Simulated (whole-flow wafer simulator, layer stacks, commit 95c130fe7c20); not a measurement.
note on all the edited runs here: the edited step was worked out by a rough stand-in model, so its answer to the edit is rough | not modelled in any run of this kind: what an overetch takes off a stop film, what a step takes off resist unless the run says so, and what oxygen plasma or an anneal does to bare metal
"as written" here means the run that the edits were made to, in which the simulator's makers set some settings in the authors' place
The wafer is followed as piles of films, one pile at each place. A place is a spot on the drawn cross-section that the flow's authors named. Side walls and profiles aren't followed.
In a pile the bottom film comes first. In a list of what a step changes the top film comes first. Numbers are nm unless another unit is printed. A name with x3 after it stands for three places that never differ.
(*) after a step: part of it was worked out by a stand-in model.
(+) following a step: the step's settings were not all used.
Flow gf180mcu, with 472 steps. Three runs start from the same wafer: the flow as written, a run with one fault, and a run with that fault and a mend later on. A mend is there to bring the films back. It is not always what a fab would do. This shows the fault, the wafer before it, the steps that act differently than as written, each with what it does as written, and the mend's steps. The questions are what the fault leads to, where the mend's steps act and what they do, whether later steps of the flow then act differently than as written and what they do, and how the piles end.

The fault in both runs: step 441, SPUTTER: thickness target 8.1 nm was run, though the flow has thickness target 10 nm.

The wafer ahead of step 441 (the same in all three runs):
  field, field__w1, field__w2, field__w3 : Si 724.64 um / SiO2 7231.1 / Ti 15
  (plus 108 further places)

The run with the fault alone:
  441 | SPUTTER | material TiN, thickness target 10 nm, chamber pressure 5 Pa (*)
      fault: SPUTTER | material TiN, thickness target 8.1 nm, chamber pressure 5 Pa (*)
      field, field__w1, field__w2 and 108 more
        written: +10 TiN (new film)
        fault: +8.1 TiN (new film)
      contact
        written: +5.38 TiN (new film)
        fault: +4.36 TiN (new film)
  Steps later in the flow that act otherwise than as written (not shown: 1 more step that differs only slightly, by at most 2% or 0.5 nm, whichever is larger):
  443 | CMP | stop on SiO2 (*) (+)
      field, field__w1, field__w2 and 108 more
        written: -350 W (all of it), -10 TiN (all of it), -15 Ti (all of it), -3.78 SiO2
        fault: -350 W (all of it), -8.1 TiN (all of it), -15 Ti (all of it), -3.76 SiO2
  The piles end different from the flow's at contact by more than 2% or 0.5 nm, whichever is larger.
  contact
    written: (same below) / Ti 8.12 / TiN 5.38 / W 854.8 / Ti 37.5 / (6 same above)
    fault: (same below) / Ti 8.12 / TiN 4.36 / W 855.8 / Ti 37.5 / (6 same above)

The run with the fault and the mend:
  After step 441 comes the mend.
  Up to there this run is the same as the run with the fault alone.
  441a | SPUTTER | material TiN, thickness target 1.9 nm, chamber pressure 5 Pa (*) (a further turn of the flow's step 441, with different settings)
      field, field__w1, field__w2 and 108 more
        +1.9 TiN
      contact
        +1.02 TiN
  Every later step of the flow that is run acts as written at every place that is followed.
  At every place that both follow, the piles at the end match the flow's.
